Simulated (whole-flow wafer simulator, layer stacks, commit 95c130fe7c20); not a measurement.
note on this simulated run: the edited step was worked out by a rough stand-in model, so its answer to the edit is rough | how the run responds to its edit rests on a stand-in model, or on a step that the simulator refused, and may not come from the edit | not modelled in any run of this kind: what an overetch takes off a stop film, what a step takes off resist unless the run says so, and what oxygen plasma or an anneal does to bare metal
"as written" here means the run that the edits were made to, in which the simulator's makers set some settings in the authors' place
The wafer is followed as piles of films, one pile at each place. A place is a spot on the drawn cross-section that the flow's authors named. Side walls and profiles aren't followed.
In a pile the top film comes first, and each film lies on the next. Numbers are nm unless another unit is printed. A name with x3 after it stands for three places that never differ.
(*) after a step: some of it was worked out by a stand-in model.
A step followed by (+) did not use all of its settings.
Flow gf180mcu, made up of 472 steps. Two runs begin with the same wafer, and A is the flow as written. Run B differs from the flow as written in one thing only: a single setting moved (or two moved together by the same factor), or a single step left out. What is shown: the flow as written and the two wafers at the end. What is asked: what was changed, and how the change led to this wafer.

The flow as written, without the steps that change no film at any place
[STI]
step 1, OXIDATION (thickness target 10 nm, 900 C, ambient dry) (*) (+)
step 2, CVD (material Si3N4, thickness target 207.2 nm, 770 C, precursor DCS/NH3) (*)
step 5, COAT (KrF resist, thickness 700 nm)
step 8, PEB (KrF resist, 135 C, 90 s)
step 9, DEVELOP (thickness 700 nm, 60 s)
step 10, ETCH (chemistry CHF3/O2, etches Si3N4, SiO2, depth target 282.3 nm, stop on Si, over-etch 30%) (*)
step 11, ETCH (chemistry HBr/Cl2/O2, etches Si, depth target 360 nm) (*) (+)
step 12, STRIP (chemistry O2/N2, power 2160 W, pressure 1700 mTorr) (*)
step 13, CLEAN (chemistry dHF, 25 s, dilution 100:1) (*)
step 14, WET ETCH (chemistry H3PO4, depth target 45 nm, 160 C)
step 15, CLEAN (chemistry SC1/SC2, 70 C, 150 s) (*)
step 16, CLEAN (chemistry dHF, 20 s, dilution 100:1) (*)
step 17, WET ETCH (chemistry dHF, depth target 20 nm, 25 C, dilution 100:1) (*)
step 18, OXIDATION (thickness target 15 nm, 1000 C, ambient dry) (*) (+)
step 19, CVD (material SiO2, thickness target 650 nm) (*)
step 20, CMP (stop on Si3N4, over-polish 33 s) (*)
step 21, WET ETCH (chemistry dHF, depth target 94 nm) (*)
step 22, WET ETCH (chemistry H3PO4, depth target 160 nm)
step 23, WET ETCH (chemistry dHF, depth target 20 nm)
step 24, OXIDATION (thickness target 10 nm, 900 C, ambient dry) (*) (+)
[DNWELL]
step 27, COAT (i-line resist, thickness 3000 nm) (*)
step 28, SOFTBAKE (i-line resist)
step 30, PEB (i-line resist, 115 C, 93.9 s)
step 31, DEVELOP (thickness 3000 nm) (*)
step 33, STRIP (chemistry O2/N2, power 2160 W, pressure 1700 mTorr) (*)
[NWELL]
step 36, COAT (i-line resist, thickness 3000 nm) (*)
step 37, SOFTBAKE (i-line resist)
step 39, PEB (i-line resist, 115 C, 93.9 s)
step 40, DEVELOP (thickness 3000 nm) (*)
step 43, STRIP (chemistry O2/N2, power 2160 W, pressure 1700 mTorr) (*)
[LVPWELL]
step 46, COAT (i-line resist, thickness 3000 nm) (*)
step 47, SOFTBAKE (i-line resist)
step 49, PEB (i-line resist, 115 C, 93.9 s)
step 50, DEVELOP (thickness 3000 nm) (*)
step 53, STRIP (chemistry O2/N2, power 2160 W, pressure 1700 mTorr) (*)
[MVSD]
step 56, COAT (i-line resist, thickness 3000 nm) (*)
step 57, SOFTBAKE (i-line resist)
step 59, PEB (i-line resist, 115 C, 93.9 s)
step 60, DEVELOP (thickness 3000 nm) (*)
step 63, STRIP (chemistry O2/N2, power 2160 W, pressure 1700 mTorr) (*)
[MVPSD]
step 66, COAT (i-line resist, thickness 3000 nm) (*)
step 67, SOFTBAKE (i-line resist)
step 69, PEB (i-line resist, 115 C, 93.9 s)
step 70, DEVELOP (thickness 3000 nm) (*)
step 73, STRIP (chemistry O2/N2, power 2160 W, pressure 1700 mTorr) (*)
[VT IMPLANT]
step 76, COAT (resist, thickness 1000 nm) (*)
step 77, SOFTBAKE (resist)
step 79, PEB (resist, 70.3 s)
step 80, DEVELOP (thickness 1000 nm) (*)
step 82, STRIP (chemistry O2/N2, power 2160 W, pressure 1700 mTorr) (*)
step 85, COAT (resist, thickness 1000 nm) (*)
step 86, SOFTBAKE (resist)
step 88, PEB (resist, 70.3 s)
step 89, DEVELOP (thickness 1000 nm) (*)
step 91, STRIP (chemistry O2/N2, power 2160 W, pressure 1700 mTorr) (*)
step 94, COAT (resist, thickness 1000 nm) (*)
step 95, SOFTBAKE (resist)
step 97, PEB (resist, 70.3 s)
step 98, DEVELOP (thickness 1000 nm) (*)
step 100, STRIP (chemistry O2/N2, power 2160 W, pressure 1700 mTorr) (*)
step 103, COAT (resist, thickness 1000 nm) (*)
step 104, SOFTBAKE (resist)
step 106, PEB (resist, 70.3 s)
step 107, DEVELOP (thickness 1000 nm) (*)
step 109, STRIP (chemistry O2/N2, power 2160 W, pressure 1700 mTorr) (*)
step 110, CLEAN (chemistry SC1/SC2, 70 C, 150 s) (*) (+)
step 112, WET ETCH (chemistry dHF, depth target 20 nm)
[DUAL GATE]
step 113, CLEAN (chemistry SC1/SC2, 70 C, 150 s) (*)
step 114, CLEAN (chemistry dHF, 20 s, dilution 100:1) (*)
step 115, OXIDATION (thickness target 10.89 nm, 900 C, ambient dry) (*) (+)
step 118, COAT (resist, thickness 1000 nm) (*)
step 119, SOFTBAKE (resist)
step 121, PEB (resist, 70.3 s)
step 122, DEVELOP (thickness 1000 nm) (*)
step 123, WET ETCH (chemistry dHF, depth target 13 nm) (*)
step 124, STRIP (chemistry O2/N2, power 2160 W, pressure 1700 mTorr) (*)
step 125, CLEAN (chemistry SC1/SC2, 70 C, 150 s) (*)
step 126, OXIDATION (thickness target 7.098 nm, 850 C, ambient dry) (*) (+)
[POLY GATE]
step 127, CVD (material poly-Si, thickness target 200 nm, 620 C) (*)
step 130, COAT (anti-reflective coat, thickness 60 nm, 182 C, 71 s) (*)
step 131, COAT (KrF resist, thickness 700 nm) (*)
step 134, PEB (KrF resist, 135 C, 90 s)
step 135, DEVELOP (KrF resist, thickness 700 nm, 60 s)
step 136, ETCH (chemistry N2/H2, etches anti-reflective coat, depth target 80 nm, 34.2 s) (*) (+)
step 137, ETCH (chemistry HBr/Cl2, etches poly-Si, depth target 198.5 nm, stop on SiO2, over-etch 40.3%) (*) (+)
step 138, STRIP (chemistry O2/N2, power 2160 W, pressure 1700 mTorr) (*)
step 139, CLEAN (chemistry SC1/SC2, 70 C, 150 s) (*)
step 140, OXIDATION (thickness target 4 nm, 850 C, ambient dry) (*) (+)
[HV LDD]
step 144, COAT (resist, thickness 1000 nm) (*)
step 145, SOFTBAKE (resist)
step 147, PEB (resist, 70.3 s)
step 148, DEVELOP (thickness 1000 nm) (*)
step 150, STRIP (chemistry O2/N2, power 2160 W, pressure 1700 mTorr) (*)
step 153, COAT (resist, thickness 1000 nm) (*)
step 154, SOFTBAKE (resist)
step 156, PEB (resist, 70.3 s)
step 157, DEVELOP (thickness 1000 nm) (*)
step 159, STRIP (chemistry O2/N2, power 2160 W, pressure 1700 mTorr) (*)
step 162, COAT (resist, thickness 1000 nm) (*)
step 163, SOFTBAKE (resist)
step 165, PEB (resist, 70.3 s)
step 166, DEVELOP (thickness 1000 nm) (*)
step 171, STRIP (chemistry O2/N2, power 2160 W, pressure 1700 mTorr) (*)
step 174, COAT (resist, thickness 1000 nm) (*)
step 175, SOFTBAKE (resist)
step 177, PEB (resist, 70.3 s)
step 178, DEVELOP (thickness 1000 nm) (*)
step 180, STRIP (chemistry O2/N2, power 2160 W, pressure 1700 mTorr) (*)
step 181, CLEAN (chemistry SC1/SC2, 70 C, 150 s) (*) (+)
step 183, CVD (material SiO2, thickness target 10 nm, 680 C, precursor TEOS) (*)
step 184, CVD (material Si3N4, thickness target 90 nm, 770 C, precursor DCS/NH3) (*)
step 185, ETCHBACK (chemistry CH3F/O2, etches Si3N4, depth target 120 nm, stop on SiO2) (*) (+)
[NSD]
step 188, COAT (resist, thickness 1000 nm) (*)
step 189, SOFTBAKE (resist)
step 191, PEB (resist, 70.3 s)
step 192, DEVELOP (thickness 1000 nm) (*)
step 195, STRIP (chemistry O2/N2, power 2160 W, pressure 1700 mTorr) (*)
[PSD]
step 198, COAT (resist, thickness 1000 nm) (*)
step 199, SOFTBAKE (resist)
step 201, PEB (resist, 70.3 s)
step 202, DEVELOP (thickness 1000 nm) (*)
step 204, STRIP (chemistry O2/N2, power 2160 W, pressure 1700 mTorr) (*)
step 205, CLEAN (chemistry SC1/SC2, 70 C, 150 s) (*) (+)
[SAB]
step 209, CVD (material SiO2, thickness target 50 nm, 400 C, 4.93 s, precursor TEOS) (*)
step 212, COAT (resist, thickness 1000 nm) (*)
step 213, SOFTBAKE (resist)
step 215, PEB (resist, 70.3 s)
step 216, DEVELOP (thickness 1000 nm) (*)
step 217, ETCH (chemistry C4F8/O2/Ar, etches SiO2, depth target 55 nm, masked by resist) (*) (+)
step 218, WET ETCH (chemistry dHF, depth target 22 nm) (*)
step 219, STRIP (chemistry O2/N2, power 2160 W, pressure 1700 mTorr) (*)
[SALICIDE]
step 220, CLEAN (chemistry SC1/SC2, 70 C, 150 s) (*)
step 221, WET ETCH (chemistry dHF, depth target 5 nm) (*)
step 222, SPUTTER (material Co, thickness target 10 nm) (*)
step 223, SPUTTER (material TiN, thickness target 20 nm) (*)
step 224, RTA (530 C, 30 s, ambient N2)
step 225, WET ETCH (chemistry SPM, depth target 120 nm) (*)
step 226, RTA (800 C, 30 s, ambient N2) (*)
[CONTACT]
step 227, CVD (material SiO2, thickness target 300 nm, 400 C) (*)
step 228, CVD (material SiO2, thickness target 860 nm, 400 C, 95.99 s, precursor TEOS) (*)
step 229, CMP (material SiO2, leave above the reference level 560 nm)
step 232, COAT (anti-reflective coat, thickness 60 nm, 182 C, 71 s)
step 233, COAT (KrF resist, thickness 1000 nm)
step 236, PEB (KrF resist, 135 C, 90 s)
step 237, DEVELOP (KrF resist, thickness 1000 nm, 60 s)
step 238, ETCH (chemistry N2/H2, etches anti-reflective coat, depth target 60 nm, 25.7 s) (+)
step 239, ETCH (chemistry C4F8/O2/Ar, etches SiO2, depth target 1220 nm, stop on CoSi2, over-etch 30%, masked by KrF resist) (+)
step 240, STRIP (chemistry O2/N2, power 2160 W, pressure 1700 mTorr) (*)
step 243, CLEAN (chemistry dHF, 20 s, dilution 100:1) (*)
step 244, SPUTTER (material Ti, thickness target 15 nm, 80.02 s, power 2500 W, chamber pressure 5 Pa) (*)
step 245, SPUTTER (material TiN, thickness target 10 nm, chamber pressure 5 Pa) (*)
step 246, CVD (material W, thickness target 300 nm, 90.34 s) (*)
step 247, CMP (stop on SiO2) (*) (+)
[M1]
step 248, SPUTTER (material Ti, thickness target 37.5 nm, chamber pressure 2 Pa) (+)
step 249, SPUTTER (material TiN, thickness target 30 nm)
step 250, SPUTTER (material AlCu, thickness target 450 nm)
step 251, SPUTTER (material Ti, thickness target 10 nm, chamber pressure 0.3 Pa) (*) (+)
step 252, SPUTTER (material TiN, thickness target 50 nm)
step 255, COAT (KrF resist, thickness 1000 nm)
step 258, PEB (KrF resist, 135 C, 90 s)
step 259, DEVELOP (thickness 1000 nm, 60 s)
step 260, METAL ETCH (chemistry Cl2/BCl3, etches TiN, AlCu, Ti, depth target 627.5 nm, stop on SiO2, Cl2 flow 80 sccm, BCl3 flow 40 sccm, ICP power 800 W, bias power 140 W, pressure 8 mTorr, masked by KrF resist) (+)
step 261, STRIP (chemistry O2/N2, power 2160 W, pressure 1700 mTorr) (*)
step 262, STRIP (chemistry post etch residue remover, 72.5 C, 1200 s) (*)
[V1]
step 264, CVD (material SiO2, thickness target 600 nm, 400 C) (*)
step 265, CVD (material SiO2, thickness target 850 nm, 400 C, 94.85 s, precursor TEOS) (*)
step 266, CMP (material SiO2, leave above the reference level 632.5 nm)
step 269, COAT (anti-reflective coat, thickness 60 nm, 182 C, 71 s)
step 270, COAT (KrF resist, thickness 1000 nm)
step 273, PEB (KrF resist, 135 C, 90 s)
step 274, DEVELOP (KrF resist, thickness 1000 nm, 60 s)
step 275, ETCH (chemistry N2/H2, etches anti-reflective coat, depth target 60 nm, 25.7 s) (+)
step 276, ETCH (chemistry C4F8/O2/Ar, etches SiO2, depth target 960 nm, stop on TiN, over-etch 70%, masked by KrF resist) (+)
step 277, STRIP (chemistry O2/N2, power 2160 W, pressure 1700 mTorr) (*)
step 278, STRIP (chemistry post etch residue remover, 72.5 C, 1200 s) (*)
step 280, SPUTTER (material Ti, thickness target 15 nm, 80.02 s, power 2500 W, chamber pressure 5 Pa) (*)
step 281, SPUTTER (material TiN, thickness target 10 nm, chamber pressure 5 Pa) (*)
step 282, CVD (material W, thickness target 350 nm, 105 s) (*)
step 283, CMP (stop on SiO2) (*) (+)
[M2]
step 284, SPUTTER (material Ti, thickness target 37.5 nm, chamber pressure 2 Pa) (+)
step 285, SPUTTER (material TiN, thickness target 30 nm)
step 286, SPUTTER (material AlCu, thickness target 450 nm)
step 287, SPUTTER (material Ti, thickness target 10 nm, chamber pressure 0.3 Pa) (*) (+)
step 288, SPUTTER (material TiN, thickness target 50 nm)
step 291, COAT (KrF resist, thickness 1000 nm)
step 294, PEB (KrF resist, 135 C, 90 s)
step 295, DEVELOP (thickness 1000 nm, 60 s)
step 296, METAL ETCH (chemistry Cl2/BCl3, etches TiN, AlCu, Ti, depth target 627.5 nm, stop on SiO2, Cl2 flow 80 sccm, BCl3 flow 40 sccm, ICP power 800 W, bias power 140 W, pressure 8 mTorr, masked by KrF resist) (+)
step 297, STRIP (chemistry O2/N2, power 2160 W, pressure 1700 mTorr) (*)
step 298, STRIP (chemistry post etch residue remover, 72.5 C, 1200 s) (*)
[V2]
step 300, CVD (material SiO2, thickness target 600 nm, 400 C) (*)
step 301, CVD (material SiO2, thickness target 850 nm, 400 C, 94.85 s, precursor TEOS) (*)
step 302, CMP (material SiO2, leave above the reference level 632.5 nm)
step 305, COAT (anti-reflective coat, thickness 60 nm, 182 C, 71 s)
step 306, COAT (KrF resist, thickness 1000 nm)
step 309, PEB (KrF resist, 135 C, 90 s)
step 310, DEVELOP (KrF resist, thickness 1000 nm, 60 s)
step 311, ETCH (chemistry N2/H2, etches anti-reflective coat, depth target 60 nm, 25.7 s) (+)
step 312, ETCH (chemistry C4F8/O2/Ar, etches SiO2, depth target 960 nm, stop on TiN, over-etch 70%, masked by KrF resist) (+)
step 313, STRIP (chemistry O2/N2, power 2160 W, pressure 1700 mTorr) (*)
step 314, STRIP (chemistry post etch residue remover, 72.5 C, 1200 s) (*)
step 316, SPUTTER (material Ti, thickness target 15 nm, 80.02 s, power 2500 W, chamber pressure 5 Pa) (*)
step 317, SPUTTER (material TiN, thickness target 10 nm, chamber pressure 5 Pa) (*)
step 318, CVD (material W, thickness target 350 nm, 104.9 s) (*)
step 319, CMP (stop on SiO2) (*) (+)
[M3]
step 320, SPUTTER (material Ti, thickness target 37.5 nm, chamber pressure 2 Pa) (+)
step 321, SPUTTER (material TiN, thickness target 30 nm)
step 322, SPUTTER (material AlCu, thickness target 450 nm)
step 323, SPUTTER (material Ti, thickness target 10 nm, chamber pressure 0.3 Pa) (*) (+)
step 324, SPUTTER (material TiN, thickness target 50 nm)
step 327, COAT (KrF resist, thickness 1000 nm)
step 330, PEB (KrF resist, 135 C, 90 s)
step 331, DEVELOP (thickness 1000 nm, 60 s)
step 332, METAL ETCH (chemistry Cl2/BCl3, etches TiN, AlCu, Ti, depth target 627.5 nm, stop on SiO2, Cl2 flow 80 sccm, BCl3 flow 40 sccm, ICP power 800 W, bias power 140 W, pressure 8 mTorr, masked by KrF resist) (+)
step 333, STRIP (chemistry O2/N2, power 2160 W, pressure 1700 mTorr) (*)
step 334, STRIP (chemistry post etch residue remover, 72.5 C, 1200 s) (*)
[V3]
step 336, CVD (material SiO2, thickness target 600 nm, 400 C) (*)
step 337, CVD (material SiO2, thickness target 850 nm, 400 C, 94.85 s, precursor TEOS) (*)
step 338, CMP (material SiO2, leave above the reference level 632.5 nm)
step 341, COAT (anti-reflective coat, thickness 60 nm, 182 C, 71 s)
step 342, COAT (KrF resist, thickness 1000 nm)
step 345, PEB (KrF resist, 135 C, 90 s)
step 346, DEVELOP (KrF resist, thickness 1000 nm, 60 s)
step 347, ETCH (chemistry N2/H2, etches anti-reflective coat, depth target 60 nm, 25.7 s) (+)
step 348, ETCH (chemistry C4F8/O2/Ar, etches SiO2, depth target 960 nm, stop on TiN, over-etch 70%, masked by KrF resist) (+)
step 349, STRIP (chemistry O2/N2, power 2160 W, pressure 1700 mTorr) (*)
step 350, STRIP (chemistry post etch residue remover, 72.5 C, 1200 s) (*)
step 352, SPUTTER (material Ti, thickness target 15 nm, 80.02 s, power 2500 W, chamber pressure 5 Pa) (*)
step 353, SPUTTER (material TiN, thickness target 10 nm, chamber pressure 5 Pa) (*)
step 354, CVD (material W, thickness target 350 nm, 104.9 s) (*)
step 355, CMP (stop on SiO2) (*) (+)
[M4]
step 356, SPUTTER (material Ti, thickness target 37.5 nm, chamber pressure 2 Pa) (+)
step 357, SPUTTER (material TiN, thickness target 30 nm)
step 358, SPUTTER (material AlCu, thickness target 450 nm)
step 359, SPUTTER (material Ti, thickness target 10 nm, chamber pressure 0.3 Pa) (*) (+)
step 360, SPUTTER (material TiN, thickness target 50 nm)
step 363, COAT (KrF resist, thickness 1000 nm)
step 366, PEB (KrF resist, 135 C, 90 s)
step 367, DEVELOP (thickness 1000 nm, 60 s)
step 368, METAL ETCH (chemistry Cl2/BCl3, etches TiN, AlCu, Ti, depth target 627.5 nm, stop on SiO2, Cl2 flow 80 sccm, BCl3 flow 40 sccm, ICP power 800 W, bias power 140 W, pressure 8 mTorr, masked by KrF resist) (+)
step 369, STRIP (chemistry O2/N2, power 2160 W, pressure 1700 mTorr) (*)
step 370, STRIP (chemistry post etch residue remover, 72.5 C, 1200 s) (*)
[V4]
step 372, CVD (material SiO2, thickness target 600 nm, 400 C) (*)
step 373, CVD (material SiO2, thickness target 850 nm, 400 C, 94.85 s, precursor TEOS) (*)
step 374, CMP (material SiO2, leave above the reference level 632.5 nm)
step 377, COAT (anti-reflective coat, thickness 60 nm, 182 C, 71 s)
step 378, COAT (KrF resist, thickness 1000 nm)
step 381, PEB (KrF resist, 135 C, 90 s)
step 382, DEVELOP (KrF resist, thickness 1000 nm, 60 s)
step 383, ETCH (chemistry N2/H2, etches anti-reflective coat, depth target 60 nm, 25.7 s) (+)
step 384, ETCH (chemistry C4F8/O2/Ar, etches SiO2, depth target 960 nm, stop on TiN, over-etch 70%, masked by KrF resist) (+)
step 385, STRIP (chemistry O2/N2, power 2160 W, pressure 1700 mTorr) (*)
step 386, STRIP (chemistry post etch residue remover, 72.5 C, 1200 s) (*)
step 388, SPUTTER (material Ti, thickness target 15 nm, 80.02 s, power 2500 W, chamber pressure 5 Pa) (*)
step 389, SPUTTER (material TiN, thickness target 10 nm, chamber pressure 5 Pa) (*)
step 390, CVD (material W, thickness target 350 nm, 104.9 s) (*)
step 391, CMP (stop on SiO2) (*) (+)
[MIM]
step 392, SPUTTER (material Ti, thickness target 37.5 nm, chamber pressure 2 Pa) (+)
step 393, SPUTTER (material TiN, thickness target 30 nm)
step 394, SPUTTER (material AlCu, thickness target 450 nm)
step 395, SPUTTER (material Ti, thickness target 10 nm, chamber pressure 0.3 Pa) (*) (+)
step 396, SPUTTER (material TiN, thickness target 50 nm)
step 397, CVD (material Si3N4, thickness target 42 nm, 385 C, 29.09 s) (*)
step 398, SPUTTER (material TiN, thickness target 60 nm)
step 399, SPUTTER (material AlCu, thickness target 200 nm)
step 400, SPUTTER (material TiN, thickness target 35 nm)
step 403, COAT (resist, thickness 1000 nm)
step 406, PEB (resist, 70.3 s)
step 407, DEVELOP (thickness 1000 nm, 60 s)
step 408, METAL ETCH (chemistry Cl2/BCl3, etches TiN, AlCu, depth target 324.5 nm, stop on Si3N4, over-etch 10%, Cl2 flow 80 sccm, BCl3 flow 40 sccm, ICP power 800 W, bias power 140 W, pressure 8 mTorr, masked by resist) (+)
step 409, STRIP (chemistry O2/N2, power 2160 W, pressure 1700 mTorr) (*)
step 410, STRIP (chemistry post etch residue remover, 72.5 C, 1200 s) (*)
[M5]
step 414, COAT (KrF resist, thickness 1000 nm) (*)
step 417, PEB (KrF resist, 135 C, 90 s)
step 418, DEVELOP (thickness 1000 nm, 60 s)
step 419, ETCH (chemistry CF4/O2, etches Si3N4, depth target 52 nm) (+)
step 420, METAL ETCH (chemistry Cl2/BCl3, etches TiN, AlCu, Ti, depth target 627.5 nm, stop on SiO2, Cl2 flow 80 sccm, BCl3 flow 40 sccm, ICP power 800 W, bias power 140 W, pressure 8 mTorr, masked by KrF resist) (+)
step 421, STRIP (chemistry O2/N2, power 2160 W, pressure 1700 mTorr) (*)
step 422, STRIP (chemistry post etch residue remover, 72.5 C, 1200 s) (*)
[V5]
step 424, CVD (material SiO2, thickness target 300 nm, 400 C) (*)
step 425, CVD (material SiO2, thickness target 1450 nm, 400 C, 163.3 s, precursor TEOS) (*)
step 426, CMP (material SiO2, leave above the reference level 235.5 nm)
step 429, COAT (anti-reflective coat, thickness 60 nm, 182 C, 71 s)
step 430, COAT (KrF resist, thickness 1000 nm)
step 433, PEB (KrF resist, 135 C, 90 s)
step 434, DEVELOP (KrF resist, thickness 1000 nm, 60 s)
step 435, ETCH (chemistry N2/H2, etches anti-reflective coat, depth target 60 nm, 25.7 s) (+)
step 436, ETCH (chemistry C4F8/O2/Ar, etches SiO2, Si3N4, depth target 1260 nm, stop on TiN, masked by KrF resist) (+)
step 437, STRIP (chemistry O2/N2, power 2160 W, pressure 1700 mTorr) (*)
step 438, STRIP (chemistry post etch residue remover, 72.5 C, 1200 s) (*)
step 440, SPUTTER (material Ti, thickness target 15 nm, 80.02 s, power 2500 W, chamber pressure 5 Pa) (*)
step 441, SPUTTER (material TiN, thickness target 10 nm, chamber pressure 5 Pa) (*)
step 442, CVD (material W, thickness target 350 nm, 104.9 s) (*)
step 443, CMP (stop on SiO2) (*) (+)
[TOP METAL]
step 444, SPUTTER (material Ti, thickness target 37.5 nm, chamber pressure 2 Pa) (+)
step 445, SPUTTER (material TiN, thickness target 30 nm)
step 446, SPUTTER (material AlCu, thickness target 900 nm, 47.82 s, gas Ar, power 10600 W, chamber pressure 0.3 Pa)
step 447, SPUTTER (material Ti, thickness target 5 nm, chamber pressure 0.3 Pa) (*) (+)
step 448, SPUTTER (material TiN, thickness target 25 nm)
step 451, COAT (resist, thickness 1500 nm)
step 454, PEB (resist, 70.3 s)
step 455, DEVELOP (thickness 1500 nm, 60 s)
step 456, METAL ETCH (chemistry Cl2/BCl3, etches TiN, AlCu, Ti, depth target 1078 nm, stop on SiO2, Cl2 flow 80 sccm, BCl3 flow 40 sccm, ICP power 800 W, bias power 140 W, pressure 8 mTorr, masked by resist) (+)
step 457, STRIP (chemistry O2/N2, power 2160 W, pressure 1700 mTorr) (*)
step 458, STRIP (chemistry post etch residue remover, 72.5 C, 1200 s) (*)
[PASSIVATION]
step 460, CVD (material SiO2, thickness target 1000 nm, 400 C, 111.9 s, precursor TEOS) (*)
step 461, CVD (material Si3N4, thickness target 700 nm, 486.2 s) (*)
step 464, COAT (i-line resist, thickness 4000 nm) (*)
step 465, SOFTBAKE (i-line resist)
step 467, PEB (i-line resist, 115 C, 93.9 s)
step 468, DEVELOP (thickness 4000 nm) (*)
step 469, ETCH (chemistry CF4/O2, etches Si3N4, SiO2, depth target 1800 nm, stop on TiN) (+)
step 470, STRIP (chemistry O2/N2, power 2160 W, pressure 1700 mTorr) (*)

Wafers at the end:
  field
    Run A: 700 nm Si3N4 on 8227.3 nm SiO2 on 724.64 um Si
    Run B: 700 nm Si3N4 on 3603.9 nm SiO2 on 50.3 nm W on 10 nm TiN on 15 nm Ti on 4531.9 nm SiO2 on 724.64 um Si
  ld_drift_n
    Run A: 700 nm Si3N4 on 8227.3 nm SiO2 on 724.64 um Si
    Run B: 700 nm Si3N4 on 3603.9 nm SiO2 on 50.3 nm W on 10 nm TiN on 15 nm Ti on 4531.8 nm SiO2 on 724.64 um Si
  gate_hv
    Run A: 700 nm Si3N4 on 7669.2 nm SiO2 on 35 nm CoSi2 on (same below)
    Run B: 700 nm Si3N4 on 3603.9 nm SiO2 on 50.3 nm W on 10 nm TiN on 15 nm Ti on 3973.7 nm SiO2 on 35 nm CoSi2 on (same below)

Cause: step 337, CVD: thickness target 434 nm was run, while the flow as written has thickness target 850 nm; step 337, CVD: 48.37 s was run, where the flow has 94.85 s.

Step by step, how the change led to this:
  step 337, CVD (material SiO2, thickness target 850 nm, 400 C, 94.85 s, precursor TEOS) (*)
      field, field__w1, field__w2 and 108 more: A SiO2 gains 850 | B SiO2 gains 442.4
  step 338, CMP (material SiO2, leave above the reference level 632.5 nm)
      field, field__w1, field__w2 and 103 more: A SiO2 loses 300 | B nothing
      field__w8, contact, m1, m1__w1, m1_nw: A SiO2 loses 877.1 | B SiO2 loses 469.5
  step 341, COAT (anti-reflective coat, thickness 60 nm, 182 C, 71 s)
      gate_hv, polyc_n: A anti-reflective coat gains 60 (new film) | B anti-reflective coat gains 53.1 (new film)
      field: A anti-reflective coat gains 60 (new film) | B anti-reflective coat gains 103.2 (new film)
      (and at 18 other places as well)
  step 342, COAT (KrF resist, thickness 1000 nm)
      field__w1: A KrF resist gains 1000 (new film) | B KrF resist gains 979.2 (new film)
      n_well: A KrF resist gains 1000 (new film) | B KrF resist gains 972.5 (new film)
      (and at 9 other places as well)
  step 345, PEB (KrF resist, 135 C, 90 s)
      polyc_n, polyc_n_rim: A KrF resist loses 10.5 | B KrF resist loses 11.4
      m1: A KrF resist loses 10.5 | B KrF resist loses 9.63
      (and at 1 other place as well)
  step 346, DEVELOP (KrF resist, thickness 1000 nm, 60 s)
      contact: A KrF resist loses 989.5 (all of it) | B KrF resist loses 941.4 (all of it)
  step 347, ETCH (chemistry N2/H2, etches anti-reflective coat, depth target 60 nm, 25.7 s) (+)
      contact: A anti-reflective coat loses 60 (all of it), SiO2 loses 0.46 | B anti-reflective coat loses 22.8 (all of it), SiO2 loses 1.42
  step 349, STRIP (chemistry O2/N2, power 2160 W, pressure 1700 mTorr) (*)
      field: A KrF resist loses 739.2 (all of it), anti-reflective coat loses 60 (all of it) | B KrF resist loses 721.7 (all of it), anti-reflective coat loses 103.2 (all of it)
      field__w1: A KrF resist loses 739.2 (all of it), anti-reflective coat loses 60 (all of it) | B KrF resist loses 718.6 (all of it), anti-reflective coat loses 85.1 (all of it)
      (and at 18 other places as well)
  step 352, SPUTTER (material Ti, thickness target 15 nm, 80.02 s, power 2500 W, chamber pressure 5 Pa) (*)
      contact: A Ti gains 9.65 (new film) | B Ti gains 10.3 (new film)
  step 354, CVD (material W, thickness target 350 nm, 104.9 s) (*)
      contact: A W gains 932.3 (new film) | B W gains 823.6 (new film)
  step 355, CMP (stop on SiO2) (*) (+)
      field, field__w1, field__w2 and 103 more: A W loses 350 (all of it), TiN loses 10 (all of it), Ti loses 15 (all of it), SiO2 loses 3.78 | B W loses 287.4
      field__w8, m1, m1__w1, m1_nw: A W loses 350 (all of it), TiN loses 10 (all of it), Ti loses 15 (all of it), SiO2 loses 3.78 | B W loses 350 (all of it), TiN loses 10 (all of it), Ti loses 15 (all of it), SiO2 loses 20
      (and at 1 other place as well)
  step 368, METAL ETCH (chemistry Cl2/BCl3, etches TiN, AlCu, Ti, depth target 627.5 nm, stop on SiO2, Cl2 flow 80 sccm, BCl3 flow 40 sccm, ICP power 800 W, bias power 140 W, pressure 8 mTorr, masked by KrF resist) (+)
      field, field__w1, field__w2 and 103 more: A TiN loses 50 (all of it), Ti loses 10 (all of it), AlCu loses 450 (all of it), TiN loses 30 (all of it), Ti loses 37.5 (all of it) | B TiN loses 50 (all of it), Ti loses 10 (all of it), AlCu loses 450 (all of it), TiN loses 30 (all of it), Ti loses 37.5 (all of it), W loses 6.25
  step 370, STRIP (chemistry post etch residue remover, 72.5 C, 1200 s) (*)
      field, field__w1, field__w2 and 103 more: A nothing | B W loses 6.01
  step 372, CVD (material SiO2, thickness target 600 nm, 400 C) (*)
      field, field__w1, field__w2 and 103 more: A SiO2 gains 600 | B SiO2 gains 600 (new film)
  step 374, CMP (material SiO2, leave above the reference level 632.5 nm)
      field, field__w1, field__w2 and 103 more: A SiO2 loses 300 | B SiO2 loses 287.7
Taking metal films that touch as one body, field has 1 body; the flow as written gives 0 bodies.
Taking metal films that touch as one body, ld_drift_n has 1 body; the flow as written gives 0 bodies.
Taking metal films that touch as one body, gate_hv has 2 bodies (between them, from the top down: SiO2 3973.7); the flow as written gives 1 body.
